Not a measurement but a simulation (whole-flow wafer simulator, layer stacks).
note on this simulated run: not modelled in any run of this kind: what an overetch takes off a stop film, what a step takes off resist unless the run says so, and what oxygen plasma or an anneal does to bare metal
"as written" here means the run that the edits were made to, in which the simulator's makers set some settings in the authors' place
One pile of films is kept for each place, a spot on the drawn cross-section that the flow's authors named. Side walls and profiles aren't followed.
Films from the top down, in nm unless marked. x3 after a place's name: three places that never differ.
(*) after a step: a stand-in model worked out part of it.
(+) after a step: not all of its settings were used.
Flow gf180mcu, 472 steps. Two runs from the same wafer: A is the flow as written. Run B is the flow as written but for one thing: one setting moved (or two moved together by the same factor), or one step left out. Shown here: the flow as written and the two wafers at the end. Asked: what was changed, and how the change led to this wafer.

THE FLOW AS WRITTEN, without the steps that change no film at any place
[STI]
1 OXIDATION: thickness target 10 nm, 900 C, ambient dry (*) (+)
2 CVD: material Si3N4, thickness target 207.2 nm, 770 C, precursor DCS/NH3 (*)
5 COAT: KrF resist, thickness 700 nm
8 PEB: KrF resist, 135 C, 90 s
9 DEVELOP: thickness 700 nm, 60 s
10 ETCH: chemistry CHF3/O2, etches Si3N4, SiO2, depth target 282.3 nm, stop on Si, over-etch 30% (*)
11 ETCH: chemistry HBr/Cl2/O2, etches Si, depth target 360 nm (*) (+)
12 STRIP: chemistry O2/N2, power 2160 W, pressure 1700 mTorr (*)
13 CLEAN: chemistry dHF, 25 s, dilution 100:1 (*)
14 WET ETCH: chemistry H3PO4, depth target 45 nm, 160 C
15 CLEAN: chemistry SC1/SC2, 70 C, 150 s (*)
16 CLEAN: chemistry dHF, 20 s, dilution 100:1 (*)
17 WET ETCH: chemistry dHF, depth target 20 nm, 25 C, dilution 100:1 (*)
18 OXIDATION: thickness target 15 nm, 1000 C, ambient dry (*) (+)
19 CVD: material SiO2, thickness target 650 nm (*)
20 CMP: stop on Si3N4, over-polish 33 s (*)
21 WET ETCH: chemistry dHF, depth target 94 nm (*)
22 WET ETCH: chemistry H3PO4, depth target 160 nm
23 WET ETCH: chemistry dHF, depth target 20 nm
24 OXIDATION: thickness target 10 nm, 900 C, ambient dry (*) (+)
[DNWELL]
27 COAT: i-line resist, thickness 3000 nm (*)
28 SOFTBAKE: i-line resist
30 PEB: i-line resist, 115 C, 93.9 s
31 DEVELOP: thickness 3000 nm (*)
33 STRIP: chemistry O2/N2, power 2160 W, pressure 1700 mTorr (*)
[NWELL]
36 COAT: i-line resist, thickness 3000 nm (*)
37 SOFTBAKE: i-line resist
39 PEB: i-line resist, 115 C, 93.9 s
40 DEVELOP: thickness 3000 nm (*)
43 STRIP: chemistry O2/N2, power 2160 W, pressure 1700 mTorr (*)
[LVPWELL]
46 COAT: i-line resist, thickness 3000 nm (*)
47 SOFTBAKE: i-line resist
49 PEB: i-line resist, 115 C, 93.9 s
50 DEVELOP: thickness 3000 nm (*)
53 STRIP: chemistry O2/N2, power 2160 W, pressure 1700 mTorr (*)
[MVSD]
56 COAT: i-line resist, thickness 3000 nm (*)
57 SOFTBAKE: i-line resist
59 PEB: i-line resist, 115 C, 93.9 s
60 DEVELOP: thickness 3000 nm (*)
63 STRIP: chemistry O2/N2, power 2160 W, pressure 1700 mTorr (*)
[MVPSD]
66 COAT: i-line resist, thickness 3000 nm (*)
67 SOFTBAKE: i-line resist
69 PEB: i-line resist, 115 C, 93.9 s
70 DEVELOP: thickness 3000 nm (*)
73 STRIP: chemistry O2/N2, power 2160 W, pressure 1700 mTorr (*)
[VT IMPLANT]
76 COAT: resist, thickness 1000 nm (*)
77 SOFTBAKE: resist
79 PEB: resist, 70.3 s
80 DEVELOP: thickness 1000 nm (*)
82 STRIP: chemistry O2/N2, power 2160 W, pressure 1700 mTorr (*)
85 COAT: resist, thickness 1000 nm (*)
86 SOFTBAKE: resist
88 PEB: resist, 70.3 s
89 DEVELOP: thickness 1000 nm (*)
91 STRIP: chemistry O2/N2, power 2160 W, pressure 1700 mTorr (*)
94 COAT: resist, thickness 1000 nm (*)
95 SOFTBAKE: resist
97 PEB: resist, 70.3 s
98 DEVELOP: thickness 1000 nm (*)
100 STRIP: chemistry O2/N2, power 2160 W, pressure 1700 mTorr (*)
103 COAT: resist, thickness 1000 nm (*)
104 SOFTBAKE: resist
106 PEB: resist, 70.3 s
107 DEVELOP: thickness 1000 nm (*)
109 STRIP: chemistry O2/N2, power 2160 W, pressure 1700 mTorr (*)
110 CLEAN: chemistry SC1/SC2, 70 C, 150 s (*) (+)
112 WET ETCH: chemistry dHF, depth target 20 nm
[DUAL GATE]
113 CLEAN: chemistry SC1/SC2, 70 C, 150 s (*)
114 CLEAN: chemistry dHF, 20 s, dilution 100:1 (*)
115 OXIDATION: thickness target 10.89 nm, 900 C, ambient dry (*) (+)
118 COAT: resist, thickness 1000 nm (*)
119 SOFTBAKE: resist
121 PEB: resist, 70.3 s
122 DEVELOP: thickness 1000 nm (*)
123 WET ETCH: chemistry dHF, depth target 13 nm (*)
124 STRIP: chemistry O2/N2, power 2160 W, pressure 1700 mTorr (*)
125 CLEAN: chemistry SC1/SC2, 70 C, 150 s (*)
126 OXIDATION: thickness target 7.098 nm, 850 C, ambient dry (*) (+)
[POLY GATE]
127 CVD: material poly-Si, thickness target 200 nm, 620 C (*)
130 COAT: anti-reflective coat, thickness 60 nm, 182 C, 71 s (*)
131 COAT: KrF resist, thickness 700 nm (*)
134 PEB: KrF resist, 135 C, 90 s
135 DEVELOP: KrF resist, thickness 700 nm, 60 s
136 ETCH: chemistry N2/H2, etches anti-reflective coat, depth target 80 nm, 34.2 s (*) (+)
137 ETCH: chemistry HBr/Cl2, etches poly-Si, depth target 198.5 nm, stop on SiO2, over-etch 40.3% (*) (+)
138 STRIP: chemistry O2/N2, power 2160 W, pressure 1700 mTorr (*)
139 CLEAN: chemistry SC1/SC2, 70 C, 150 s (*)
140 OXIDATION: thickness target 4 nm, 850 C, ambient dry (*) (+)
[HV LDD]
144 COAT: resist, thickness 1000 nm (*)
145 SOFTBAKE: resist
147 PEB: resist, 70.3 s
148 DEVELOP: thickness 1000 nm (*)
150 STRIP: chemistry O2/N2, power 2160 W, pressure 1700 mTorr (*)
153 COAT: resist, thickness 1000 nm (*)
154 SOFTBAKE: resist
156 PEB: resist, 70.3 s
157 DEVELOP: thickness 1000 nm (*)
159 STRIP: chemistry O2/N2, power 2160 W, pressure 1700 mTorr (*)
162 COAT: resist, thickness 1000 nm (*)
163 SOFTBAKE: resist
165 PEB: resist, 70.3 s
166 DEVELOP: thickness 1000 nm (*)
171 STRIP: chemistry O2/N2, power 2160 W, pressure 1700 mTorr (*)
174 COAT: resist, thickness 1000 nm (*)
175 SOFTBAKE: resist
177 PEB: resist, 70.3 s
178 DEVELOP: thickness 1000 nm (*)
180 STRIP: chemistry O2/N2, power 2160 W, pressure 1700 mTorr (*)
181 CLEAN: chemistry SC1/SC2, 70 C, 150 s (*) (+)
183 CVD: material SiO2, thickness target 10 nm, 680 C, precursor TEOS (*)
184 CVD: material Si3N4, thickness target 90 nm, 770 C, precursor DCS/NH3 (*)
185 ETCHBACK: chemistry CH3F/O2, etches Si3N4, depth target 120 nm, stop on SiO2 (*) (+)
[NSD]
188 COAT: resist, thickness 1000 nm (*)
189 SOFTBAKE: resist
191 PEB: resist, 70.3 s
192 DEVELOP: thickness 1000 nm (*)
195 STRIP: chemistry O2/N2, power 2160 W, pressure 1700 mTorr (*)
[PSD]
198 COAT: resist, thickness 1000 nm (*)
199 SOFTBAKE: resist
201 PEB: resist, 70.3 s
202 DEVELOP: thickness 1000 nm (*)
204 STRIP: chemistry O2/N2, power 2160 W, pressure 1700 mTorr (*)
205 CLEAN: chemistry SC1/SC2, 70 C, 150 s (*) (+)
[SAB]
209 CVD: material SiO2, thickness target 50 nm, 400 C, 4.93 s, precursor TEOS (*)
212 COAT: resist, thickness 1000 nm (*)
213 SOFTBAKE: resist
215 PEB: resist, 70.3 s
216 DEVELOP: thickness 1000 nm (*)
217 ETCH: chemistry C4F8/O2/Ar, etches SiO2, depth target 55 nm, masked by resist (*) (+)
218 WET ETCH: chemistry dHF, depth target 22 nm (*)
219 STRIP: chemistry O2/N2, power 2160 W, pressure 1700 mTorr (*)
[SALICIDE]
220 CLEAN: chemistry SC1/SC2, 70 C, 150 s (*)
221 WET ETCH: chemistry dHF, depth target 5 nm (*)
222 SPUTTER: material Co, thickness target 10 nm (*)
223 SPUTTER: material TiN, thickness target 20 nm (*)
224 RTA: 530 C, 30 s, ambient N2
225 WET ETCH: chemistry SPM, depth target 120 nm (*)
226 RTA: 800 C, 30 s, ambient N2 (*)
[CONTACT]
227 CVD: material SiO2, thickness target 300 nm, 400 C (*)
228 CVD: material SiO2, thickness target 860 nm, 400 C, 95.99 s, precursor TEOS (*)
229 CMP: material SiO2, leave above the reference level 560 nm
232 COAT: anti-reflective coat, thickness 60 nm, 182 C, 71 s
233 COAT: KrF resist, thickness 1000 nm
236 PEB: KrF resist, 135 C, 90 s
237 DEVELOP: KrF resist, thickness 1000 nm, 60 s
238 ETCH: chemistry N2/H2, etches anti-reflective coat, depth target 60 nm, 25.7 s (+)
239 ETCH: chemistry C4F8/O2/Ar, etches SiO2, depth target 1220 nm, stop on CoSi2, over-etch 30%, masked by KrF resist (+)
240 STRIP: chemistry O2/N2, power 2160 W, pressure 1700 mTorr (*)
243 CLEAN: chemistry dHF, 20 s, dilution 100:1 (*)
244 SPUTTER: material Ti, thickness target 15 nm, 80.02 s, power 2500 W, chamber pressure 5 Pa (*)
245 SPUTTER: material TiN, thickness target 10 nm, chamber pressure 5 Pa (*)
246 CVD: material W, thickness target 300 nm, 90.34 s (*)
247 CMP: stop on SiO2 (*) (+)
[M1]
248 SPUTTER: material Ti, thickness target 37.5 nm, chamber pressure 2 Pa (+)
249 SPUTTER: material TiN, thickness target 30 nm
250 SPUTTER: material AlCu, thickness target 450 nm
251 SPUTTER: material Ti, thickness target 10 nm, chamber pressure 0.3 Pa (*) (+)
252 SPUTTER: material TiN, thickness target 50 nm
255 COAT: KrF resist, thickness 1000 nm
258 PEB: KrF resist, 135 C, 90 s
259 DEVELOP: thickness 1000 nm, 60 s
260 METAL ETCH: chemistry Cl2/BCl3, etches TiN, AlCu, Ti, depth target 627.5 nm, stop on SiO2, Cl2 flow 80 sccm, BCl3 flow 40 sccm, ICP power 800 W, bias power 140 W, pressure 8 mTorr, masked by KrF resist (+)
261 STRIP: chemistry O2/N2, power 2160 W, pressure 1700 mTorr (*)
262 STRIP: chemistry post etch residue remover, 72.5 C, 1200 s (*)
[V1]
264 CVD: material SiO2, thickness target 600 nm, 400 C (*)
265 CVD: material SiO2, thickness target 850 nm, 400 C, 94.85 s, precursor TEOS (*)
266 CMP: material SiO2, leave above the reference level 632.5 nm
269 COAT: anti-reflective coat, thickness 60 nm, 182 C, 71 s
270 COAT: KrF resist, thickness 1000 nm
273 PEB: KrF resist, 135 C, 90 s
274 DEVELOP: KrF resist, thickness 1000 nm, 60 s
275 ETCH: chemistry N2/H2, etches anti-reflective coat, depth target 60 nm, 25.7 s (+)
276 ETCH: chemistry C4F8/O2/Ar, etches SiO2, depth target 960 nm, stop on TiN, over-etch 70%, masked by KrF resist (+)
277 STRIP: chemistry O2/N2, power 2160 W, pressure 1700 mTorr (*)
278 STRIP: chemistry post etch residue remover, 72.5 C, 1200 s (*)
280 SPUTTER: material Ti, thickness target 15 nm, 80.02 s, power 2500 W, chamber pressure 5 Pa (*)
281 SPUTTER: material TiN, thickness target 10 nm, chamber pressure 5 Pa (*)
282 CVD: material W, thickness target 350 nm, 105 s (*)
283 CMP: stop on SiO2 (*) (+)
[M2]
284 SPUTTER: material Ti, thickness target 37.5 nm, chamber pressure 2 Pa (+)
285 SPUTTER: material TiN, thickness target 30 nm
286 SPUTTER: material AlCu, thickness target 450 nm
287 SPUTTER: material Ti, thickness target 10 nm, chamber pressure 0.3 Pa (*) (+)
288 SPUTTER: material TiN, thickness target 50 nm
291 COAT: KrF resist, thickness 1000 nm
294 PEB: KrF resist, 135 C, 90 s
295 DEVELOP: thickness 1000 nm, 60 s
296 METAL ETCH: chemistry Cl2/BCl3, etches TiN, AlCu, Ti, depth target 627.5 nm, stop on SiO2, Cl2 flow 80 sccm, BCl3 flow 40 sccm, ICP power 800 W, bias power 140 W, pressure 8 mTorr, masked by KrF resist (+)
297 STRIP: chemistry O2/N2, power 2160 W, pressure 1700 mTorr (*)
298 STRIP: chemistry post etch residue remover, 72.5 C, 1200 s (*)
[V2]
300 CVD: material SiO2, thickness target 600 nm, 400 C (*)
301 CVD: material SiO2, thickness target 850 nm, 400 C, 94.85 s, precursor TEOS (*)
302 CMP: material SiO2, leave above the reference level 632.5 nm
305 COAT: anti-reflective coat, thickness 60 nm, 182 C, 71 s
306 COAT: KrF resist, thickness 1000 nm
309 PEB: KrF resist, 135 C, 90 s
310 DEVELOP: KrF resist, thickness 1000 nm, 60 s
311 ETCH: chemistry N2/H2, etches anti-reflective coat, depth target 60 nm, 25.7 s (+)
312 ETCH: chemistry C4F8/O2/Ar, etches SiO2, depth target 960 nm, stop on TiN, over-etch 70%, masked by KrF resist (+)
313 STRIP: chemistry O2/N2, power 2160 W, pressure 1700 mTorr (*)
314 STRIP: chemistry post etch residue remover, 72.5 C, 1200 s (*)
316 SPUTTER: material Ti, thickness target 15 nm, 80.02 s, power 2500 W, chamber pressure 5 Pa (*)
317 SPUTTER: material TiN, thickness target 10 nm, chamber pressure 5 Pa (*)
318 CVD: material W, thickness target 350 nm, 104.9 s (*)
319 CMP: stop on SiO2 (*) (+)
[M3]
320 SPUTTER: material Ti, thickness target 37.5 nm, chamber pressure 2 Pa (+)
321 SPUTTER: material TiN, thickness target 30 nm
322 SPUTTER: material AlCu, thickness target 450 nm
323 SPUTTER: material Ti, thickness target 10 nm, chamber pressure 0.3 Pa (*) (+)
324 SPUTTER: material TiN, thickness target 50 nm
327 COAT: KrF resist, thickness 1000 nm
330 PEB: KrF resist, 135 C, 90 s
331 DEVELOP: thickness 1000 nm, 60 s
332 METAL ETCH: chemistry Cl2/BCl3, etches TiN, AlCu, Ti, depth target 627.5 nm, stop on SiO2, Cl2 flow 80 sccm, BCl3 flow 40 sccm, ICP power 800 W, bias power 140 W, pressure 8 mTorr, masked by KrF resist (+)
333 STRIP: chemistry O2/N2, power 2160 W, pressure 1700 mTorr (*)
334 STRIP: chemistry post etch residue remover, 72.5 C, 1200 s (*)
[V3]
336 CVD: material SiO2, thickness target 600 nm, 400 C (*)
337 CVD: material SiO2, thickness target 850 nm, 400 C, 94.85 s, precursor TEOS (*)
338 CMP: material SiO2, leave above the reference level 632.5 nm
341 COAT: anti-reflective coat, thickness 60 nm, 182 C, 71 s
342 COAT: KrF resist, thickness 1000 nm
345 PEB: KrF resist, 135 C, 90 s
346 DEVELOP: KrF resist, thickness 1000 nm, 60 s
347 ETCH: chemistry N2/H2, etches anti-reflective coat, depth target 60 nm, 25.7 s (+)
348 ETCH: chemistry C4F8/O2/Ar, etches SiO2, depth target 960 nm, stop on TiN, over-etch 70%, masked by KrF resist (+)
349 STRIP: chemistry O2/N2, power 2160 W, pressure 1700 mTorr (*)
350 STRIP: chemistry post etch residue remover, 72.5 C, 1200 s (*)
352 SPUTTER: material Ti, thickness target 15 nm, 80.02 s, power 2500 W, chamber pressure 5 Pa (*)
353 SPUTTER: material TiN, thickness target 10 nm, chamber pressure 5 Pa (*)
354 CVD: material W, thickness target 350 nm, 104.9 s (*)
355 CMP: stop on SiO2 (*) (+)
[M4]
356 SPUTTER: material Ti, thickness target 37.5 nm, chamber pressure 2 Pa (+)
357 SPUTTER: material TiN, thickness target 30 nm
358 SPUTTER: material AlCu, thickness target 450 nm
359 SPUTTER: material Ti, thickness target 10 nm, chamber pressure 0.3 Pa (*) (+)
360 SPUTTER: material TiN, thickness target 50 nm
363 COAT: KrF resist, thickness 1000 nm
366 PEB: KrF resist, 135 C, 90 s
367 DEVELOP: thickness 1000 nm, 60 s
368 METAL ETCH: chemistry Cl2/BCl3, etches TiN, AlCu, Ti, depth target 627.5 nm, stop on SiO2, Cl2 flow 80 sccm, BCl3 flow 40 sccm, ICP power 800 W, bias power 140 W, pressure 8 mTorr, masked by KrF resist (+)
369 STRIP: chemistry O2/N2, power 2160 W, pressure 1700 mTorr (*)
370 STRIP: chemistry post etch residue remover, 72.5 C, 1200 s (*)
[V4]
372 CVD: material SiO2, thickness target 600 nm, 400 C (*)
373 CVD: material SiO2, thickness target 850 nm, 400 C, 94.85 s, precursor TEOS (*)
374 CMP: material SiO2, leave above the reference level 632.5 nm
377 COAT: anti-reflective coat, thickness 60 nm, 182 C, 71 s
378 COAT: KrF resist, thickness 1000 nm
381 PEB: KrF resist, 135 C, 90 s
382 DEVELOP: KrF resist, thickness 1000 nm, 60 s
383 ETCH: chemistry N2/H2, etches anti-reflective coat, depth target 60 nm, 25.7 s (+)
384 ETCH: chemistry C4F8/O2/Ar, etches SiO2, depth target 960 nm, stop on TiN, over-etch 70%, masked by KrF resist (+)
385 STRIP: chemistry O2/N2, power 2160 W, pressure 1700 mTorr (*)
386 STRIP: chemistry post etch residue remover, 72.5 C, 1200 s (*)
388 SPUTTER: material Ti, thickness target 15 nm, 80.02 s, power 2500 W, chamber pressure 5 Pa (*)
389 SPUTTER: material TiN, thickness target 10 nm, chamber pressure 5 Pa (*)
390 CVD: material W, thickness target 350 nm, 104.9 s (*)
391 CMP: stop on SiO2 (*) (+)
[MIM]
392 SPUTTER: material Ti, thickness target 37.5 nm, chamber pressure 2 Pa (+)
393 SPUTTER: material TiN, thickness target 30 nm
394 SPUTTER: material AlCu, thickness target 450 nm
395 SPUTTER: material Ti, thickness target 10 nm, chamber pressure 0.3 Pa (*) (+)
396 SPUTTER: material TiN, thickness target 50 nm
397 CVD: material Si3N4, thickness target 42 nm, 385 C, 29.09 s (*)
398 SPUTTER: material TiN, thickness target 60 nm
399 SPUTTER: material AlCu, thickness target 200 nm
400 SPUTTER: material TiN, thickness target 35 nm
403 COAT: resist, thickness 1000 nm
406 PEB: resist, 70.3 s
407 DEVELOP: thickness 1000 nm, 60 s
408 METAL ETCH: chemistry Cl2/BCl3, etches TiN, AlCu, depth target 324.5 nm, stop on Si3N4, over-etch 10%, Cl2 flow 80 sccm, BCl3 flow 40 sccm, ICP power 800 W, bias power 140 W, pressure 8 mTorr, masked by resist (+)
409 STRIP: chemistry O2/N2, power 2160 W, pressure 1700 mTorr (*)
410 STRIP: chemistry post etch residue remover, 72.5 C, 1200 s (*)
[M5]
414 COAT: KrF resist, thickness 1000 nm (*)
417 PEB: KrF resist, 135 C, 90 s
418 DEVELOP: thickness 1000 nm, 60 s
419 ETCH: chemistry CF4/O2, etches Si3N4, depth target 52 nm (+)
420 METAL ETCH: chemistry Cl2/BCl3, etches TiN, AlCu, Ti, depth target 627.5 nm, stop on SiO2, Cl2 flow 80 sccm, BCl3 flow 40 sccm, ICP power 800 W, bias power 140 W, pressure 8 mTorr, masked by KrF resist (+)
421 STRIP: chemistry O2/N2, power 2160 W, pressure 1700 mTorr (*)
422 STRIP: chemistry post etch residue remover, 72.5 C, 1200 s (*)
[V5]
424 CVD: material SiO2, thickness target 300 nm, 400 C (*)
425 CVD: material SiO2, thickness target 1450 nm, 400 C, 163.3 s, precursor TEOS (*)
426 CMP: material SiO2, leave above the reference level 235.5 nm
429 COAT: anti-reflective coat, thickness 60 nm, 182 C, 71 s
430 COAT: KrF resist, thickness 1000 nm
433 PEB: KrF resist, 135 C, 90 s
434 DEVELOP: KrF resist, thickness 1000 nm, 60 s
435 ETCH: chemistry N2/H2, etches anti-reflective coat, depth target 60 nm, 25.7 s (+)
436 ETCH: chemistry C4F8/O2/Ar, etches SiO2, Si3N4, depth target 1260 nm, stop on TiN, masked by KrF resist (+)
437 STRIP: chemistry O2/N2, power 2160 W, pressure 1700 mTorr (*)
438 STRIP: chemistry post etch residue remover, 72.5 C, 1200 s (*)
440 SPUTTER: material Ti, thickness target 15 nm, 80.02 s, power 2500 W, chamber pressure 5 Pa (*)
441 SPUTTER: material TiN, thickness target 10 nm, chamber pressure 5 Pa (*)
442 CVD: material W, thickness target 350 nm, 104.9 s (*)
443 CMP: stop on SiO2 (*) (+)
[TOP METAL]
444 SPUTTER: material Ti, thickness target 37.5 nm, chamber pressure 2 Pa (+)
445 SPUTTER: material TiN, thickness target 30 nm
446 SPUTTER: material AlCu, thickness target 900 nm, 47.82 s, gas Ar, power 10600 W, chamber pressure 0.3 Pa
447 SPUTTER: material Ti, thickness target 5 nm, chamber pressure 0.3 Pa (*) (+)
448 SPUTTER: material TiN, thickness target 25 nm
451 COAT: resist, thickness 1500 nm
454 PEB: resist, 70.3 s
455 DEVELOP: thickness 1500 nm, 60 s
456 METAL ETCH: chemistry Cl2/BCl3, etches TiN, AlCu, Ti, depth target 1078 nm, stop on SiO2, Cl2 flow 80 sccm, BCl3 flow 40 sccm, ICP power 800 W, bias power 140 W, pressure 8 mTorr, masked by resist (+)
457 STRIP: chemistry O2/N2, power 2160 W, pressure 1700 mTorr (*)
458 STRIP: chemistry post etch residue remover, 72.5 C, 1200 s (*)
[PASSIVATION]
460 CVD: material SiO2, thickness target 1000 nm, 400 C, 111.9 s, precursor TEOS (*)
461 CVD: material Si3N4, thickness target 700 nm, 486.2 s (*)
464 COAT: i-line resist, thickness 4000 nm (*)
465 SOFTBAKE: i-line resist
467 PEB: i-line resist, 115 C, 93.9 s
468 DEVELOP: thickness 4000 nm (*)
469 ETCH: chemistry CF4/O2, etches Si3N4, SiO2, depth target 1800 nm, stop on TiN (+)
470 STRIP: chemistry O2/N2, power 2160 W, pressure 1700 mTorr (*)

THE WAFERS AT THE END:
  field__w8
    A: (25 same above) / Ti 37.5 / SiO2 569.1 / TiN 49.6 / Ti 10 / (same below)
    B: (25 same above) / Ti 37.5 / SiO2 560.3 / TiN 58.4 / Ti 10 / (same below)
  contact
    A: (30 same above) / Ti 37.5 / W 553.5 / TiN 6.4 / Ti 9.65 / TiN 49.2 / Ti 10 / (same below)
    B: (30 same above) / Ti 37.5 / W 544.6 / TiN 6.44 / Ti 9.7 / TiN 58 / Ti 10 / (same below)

The cause: step 288, SPUTTER: thickness target 58.8 nm was run, where the flow has thickness target 50 nm.

How the change led to this, step by step:
  288 SPUTTER: material TiN, thickness target 50 nm
      field, field__w1, field__w2 and 108 more: A TiN +50 (new film) | B TiN +58.8 (new film)
  296 METAL ETCH: chemistry Cl2/BCl3, etches TiN, AlCu, Ti, depth target 627.5 nm, stop on SiO2, Cl2 flow 80 sccm, BCl3 flow 40 sccm, ICP power 800 W, bias power 140 W, pressure 8 mTorr, masked by KrF resist (+)
      field, field__w1, field__w2 and 103 more: A TiN -50 (all of it), Ti -10 (all of it), AlCu -450 (all of it), TiN -30 (all of it), Ti -37.5 (all of it) | B TiN -58.8 (all of it), Ti -10 (all of it), AlCu -450 (all of it), TiN -30 (all of it), Ti -37.5 (all of it)
